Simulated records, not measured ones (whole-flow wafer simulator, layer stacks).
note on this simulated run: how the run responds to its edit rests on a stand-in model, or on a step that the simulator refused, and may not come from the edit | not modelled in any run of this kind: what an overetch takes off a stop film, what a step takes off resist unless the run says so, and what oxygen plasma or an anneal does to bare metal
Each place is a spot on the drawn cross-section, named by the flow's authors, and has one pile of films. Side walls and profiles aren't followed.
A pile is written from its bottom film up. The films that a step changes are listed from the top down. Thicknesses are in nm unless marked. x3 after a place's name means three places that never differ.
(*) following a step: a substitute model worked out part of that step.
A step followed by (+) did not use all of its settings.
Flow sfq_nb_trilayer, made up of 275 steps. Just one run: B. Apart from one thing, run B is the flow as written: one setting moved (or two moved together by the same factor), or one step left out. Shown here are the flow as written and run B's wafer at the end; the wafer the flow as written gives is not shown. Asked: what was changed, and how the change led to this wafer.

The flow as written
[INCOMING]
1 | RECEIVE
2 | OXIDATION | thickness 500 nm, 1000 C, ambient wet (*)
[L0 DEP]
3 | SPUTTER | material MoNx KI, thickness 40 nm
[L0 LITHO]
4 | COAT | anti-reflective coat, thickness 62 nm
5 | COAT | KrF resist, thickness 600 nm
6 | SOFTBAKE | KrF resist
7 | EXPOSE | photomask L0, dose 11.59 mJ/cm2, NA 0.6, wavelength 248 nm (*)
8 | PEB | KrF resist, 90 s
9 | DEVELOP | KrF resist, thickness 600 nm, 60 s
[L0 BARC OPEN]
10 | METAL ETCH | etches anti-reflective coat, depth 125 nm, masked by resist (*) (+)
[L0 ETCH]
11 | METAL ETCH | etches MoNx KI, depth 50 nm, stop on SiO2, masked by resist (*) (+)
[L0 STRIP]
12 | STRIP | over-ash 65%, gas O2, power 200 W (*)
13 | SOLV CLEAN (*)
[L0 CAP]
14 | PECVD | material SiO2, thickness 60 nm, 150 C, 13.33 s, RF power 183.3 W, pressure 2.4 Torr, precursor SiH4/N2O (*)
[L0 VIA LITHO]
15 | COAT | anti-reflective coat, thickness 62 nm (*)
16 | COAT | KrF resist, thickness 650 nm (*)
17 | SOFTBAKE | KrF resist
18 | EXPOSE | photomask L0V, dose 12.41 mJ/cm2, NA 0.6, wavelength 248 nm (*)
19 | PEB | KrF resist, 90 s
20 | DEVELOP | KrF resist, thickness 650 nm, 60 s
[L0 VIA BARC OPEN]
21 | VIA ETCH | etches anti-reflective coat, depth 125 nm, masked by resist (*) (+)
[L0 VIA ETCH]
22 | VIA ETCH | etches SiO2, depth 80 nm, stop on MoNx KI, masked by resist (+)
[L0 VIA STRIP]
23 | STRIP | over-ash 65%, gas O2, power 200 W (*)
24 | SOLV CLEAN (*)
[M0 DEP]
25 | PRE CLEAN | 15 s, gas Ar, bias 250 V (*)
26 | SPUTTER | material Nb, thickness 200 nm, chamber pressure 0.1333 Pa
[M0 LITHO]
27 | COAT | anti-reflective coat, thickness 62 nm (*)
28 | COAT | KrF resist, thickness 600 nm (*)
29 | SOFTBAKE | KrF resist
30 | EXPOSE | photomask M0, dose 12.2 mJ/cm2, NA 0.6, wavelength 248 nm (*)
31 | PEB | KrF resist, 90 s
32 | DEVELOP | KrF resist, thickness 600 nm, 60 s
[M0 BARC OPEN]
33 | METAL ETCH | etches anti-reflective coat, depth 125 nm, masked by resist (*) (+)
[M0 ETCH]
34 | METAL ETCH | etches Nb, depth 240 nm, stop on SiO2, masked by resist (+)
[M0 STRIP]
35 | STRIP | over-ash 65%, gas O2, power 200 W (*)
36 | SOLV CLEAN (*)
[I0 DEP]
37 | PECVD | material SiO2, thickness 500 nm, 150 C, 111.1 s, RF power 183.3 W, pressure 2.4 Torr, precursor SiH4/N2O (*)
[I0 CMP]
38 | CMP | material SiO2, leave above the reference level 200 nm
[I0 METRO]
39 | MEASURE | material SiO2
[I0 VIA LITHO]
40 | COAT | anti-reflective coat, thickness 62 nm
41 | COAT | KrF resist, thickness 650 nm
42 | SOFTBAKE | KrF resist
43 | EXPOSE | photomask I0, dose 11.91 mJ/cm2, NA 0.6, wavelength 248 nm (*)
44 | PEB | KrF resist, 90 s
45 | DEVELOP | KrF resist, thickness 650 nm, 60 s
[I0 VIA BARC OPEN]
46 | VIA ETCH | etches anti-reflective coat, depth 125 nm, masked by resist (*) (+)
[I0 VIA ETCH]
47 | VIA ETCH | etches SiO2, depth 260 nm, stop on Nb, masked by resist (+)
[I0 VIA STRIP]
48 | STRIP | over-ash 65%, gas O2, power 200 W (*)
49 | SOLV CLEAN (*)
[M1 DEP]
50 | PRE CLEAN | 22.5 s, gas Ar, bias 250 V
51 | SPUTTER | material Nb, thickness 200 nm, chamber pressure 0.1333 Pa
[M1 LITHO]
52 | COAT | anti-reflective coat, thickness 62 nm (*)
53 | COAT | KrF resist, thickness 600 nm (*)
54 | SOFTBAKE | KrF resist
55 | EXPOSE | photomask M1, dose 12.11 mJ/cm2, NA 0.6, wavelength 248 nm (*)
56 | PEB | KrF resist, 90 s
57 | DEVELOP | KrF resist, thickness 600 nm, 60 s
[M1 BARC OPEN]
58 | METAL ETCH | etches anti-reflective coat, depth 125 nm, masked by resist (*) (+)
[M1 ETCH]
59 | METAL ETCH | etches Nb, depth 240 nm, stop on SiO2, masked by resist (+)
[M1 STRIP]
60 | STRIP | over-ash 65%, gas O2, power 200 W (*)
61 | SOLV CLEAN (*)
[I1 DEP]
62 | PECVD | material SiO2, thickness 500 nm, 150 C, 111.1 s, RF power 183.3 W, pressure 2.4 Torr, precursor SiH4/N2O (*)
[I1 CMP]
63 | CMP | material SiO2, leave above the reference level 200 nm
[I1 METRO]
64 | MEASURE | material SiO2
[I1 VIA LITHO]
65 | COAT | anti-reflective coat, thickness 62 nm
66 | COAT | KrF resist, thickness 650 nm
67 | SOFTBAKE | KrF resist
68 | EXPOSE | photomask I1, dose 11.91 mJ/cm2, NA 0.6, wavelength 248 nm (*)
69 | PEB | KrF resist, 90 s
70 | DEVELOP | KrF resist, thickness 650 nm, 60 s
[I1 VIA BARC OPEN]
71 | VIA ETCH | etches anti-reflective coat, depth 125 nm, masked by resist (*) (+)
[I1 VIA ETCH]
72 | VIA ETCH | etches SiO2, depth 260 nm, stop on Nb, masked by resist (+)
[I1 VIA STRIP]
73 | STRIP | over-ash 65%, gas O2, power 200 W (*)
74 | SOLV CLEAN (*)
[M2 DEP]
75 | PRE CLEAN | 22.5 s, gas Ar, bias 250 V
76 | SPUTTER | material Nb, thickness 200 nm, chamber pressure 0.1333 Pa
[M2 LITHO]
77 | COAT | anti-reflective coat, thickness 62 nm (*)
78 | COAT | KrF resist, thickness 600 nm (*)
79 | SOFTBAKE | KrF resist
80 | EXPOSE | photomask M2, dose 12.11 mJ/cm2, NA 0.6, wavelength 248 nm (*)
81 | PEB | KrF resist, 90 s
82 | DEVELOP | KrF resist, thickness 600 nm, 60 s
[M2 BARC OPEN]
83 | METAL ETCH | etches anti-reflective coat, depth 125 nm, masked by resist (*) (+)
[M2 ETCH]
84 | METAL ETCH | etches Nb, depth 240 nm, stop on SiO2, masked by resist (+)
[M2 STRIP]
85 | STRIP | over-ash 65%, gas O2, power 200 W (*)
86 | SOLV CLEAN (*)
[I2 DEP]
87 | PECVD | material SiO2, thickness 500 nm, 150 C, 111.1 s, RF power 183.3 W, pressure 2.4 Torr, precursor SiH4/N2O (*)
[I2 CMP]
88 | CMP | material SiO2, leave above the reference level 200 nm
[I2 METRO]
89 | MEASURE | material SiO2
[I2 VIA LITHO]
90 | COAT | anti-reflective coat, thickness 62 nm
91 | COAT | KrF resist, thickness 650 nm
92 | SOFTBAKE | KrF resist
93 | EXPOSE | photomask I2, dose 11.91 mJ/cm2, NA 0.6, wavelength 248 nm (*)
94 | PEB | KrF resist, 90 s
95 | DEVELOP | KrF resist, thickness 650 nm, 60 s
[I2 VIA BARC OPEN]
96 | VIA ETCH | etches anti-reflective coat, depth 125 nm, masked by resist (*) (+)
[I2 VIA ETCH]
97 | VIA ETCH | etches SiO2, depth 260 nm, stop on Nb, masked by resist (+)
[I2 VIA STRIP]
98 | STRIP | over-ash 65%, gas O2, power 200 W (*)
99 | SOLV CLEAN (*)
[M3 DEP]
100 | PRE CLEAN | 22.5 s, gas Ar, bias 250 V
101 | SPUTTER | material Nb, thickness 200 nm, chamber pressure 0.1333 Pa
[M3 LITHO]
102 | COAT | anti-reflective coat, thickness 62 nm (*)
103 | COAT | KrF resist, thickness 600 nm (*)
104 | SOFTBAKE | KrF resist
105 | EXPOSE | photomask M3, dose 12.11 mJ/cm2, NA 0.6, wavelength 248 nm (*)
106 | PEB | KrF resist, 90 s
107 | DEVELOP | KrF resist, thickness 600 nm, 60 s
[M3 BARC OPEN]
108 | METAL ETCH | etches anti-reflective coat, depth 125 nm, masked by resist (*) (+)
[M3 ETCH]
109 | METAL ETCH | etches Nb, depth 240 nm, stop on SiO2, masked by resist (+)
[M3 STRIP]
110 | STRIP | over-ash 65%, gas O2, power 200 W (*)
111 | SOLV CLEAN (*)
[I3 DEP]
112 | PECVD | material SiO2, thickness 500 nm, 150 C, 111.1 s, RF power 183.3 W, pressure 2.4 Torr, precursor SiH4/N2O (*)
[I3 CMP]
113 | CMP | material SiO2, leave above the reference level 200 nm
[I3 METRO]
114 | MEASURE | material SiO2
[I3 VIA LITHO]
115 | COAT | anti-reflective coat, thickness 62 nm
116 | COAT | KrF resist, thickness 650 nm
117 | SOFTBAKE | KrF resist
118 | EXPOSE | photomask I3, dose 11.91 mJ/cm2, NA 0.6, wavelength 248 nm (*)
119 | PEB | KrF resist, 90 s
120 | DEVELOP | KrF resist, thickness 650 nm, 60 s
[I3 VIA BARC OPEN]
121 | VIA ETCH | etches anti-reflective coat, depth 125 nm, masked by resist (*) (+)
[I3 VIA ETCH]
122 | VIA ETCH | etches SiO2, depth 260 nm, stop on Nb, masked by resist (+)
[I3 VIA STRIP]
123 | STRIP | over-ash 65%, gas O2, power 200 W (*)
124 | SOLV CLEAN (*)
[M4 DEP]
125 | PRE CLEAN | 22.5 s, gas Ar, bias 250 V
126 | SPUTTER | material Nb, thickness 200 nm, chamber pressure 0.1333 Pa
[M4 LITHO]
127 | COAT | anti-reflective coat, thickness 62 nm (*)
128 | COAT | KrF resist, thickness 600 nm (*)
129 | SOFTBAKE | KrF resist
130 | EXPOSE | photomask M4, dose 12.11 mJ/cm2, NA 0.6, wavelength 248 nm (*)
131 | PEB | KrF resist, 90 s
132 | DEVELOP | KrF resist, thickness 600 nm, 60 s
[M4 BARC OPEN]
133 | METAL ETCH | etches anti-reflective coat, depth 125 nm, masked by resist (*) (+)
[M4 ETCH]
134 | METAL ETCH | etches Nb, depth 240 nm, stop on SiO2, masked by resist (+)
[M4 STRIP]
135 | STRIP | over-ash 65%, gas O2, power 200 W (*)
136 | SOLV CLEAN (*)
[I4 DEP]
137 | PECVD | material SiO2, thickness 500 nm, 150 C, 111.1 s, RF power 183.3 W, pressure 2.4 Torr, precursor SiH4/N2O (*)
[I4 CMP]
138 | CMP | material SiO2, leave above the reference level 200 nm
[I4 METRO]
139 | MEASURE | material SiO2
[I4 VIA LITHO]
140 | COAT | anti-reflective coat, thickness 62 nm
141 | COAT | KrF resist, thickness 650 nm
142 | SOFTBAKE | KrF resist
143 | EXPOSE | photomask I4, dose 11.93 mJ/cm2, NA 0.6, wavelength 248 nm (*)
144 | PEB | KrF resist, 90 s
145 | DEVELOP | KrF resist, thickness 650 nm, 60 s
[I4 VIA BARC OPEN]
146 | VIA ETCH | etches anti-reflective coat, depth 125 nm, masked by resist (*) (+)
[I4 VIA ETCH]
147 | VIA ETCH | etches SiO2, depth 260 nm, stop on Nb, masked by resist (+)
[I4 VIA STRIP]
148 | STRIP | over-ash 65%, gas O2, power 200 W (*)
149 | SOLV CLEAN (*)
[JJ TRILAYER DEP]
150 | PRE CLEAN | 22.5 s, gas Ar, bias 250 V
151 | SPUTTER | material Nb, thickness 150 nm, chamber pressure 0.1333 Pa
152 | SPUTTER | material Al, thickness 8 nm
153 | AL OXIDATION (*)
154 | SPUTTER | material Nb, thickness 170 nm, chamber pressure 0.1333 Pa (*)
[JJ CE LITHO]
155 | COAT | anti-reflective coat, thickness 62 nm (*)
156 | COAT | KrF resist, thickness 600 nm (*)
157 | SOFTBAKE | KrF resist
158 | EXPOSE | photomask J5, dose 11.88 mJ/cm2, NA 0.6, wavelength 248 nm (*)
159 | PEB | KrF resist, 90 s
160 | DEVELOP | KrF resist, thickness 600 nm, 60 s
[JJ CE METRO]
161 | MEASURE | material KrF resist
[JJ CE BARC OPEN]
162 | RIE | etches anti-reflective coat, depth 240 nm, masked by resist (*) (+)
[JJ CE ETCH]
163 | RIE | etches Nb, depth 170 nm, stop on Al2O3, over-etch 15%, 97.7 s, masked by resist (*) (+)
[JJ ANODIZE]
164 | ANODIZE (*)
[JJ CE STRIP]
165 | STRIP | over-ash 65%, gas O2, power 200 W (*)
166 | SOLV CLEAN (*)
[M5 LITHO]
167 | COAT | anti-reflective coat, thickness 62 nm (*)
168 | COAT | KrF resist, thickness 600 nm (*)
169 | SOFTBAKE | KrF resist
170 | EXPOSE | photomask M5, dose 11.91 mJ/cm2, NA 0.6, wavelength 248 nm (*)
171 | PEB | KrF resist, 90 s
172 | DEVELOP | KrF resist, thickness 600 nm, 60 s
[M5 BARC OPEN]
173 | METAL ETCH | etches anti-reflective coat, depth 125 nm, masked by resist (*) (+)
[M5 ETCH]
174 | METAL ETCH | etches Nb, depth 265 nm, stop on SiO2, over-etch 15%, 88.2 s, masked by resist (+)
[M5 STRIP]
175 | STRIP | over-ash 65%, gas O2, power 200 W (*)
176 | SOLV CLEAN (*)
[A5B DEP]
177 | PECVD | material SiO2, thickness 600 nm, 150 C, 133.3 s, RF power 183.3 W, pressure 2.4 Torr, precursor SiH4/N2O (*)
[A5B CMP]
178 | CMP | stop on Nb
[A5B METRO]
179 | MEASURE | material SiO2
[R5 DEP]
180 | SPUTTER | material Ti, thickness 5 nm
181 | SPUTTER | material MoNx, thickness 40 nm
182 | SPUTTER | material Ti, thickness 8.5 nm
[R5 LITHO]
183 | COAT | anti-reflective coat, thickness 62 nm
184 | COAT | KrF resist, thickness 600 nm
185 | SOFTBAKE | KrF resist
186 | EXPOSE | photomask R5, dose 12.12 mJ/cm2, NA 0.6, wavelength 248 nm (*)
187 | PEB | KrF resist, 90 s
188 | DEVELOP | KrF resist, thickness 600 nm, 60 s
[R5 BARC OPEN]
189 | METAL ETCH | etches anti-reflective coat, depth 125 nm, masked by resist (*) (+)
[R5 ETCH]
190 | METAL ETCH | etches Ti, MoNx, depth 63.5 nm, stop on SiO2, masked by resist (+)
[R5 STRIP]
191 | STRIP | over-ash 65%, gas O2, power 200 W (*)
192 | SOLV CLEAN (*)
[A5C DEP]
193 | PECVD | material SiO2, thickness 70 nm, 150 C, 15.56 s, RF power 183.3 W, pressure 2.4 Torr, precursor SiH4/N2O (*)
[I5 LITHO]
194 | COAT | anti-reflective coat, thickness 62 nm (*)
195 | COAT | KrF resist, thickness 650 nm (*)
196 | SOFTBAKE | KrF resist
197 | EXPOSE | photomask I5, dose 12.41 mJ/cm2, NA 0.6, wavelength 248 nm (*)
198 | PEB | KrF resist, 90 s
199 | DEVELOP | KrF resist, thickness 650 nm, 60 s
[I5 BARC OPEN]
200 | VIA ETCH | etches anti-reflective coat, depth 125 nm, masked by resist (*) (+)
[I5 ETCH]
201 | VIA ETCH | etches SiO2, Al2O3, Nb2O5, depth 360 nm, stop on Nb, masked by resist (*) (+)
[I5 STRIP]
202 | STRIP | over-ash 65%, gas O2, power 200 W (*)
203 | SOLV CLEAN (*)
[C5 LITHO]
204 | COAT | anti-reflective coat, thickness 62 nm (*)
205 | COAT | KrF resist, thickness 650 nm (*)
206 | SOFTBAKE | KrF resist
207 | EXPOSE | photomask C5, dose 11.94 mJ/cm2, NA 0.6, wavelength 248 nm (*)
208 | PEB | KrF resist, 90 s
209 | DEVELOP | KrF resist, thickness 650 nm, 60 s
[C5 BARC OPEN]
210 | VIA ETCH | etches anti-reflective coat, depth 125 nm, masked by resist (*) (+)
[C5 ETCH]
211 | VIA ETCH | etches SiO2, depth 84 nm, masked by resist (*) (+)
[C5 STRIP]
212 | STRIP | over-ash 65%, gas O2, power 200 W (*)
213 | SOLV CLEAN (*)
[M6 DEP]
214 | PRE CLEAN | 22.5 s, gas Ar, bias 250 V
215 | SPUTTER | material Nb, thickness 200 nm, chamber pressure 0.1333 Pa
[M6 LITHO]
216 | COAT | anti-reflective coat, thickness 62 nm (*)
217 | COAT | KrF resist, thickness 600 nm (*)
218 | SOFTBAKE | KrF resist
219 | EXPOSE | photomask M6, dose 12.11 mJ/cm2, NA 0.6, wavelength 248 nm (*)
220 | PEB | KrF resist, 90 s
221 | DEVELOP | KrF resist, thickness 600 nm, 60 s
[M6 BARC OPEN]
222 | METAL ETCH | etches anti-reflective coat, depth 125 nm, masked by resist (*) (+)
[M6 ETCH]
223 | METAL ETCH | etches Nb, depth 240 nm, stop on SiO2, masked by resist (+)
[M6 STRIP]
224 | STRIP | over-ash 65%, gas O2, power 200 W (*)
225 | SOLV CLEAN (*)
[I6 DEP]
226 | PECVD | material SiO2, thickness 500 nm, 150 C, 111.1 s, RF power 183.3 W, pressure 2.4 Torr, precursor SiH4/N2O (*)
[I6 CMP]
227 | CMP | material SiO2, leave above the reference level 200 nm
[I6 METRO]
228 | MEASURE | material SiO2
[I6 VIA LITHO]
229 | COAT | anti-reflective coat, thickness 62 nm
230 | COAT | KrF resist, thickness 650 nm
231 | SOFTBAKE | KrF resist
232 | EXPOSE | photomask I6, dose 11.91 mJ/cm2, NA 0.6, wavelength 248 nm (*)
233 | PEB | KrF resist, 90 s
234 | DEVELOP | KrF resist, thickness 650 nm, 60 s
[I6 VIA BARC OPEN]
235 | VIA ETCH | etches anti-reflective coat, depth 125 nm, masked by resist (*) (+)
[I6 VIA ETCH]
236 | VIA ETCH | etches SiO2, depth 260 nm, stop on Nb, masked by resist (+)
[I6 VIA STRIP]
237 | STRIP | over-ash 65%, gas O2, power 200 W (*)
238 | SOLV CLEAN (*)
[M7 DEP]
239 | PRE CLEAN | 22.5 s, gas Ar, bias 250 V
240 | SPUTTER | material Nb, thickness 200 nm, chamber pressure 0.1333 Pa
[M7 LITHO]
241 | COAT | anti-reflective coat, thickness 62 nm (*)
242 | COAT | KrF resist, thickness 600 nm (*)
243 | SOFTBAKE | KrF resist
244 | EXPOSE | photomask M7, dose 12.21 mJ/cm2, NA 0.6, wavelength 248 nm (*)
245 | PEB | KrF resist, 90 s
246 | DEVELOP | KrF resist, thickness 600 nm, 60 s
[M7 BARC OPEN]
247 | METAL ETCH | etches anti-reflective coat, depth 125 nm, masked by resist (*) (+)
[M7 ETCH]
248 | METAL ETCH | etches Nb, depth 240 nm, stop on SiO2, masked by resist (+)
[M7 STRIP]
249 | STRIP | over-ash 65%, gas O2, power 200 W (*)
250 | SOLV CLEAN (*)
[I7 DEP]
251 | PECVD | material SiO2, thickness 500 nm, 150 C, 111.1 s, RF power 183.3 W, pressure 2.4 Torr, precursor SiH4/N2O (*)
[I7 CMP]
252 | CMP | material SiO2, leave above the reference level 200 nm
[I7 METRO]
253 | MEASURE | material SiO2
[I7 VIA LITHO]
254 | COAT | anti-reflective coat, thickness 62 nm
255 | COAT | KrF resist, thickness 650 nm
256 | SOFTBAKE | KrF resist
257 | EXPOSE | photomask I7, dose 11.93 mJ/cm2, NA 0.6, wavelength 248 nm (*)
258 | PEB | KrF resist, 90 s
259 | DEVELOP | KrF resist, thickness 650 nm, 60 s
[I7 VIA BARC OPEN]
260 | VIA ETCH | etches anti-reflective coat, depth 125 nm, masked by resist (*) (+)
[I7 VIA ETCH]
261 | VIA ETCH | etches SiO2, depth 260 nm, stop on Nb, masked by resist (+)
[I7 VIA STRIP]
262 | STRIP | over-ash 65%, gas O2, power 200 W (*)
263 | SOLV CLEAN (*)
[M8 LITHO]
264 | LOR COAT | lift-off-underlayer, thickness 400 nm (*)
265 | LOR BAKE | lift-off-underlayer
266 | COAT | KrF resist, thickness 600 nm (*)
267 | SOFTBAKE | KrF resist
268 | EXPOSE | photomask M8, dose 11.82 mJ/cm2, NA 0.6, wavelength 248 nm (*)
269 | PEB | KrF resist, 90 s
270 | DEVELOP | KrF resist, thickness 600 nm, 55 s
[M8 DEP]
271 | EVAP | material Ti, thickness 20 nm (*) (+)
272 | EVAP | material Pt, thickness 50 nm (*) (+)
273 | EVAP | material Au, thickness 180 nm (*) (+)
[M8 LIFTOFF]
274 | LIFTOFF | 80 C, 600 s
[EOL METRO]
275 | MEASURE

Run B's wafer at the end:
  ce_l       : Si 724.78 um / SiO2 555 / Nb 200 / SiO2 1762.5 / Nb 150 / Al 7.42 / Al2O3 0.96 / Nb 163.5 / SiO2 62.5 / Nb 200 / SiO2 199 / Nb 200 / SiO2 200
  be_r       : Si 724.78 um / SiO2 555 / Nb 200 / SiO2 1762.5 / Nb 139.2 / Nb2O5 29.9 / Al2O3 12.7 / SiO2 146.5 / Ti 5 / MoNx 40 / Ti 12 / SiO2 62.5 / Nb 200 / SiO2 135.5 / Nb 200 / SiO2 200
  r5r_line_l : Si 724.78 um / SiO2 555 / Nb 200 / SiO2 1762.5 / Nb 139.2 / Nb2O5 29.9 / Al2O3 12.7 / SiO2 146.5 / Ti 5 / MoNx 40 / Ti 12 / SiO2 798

The reason: step 182, SPUTTER: thickness 12 nm was run, while the flow as written has thickness 8.5 nm.
One can read it off the wafer: be_r has Ti 12, and step 182 as written asks for 8.5 nm.

Step by step, how the change led to this:
  182 | SPUTTER | material Ti, thickness 8.5 nm
      field_l, v_sur, via_wl and 103 more: +12 Ti (new film) (it would be, as written: +8.5 Ti (new film))
  190 | METAL ETCH | etches Ti, MoNx, depth 63.5 nm, stop on SiO2, masked by resist (+)
      field_l, v_sur, via_wl and 92 more: -12 Ti (all of it), -40 MoNx (all of it), -5 Ti (all of it) (it would be, as written: -8.5 Ti (all of it), -40 MoNx (all of it), -5 Ti (all of it))
      ce_l, c5j, ce_r, wl_jj: -12 Ti (all of it), -40 MoNx (all of it), -5 Ti (all of it), -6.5 Nb (it would be, as written: -8.5 Ti (all of it), -40 MoNx (all of it), -5 Ti (all of it), -10 Nb)
  194 | COAT | anti-reflective coat, thickness 62 nm (*)
      ce_l: +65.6 anti-reflective coat (new film) (it would be, as written: +67.2 anti-reflective coat (new film))
      ce_r: +66.4 anti-reflective coat (new film) (it would be, as written: +68.1 anti-reflective coat (new film))
  202 | STRIP | over-ash 65%, gas O2, power 200 W (*)
      ce_l: -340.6 KrF resist (all of it), -65.6 anti-reflective coat (all of it) (it would be, as written: -341.5 KrF resist (all of it), -67.2 anti-reflective coat (all of it))
      ce_r: -345.6 KrF resist (all of it), -66.4 anti-reflective coat (all of it) (it would be, as written: -346.1 KrF resist (all of it), -68.1 anti-reflective coat (all of it))
  204 | COAT | anti-reflective coat, thickness 62 nm (*)
      ce_l: +64.5 anti-reflective coat (new film) (it would be, as written: +66 anti-reflective coat (new film))
      ce_r: +65.5 anti-reflective coat (new film) (it would be, as written: +67.2 anti-reflective coat (new film))
  212 | STRIP | over-ash 65%, gas O2, power 200 W (*)
      ce_l: -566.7 KrF resist (all of it), -64.5 anti-reflective coat (all of it) (it would be, as written: -567.4 KrF resist (all of it), -66 anti-reflective coat (all of it))
      ce_r: -573.6 KrF resist (all of it), -65.5 anti-reflective coat (all of it) (it would be, as written: -573.7 KrF resist (all of it), -67.2 anti-reflective coat (all of it))
  216 | COAT | anti-reflective coat, thickness 62 nm (*)
      ce_l: +46.9 anti-reflective coat (new film) (it would be, as written: +48 anti-reflective coat (new film))
      ce_r: +47.7 anti-reflective coat (new film) (it would be, as written: +48.8 anti-reflective coat (new film))
      (and at 1 other place as well)
  224 | STRIP | over-ash 65%, gas O2, power 200 W (*)
      ce_l: -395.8 KrF resist (all of it), -46.9 anti-reflective coat (all of it) (it would be, as written: -397.1 KrF resist (all of it), -48 anti-reflective coat (all of it))
      ce_r: -402.6 KrF resist (all of it), -47.7 anti-reflective coat (all of it) (it would be, as written: -403.5 KrF resist (all of it), -48.8 anti-reflective coat (all of it))
      (and at 1 other place as well)
  227 | CMP | material SiO2, leave above the reference level 200 nm
      r5r_line_l, r5r_spacepad_l, r5r_spacepad_r, r5r_line_c, r5r_line_r: -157 SiO2 (it would be, as written: -153.5 SiO2)
